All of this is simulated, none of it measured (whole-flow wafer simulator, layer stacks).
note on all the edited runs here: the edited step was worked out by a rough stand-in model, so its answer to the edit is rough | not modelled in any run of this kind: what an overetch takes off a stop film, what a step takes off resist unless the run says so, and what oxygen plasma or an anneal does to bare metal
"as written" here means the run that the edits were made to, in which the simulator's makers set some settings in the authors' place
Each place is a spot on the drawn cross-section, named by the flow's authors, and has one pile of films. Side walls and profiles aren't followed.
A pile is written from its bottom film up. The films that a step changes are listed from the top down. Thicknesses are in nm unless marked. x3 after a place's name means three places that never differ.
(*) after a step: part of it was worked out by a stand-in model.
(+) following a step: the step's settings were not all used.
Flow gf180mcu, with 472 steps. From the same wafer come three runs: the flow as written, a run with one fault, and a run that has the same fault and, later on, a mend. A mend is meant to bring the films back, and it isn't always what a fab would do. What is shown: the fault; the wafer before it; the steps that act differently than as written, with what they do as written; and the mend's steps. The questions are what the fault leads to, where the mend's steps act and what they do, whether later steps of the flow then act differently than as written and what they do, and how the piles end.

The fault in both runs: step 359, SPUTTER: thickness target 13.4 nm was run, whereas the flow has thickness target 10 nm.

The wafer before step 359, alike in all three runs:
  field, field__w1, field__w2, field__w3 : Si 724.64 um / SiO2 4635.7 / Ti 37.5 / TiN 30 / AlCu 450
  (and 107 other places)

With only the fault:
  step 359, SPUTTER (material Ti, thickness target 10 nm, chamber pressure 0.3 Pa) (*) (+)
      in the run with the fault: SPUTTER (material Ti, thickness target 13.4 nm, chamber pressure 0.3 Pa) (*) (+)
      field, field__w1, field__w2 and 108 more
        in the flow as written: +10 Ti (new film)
        in the run with the fault: +13.4 Ti (new film)
  Later steps of the flow acting differently than as written (5 other steps are not shown; they differ only slightly, by no more than 2% or 0.5 nm, whichever is larger):
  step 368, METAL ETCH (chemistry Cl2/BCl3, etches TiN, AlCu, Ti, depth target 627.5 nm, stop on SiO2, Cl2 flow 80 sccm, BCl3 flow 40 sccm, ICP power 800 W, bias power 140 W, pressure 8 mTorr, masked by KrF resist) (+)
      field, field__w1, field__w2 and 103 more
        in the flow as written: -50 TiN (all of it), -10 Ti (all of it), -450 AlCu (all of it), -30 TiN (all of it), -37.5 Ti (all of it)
        in the run with the fault: -50 TiN (all of it), -13.4 Ti (all of it), -450 AlCu (all of it), -30 TiN (all of it), -37.5 Ti (all of it)
  At field__w8, contact, m1, m1__w1, m1_nw, the piles at the end differ from the flow's by more than 2% or 0.5 nm, whichever is larger.
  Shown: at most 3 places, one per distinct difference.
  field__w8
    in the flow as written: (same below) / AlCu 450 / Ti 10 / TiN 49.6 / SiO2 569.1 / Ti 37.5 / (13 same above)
    in the run with the fault: (same below) / AlCu 450 / Ti 13.4 / TiN 49.6 / SiO2 565.7 / Ti 37.5 / (13 same above)
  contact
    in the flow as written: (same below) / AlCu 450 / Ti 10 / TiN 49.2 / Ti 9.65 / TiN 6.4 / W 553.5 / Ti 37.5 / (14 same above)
    in the run with the fault: (same below) / AlCu 450 / Ti 13.4 / TiN 49.2 / Ti 9.67 / TiN 6.42 / W 550.1 / Ti 37.5 / (14 same above)

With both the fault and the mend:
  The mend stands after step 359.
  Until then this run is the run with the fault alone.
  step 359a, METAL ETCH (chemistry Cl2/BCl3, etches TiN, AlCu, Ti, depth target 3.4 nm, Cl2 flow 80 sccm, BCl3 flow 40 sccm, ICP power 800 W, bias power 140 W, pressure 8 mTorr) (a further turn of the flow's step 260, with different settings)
      field, field__w1, field__w2 and 108 more
        -3.4 Ti
  Later steps of the flow that are run all act as written at every place that is followed.
  The piles end the same as the flow's at every place that both follow.
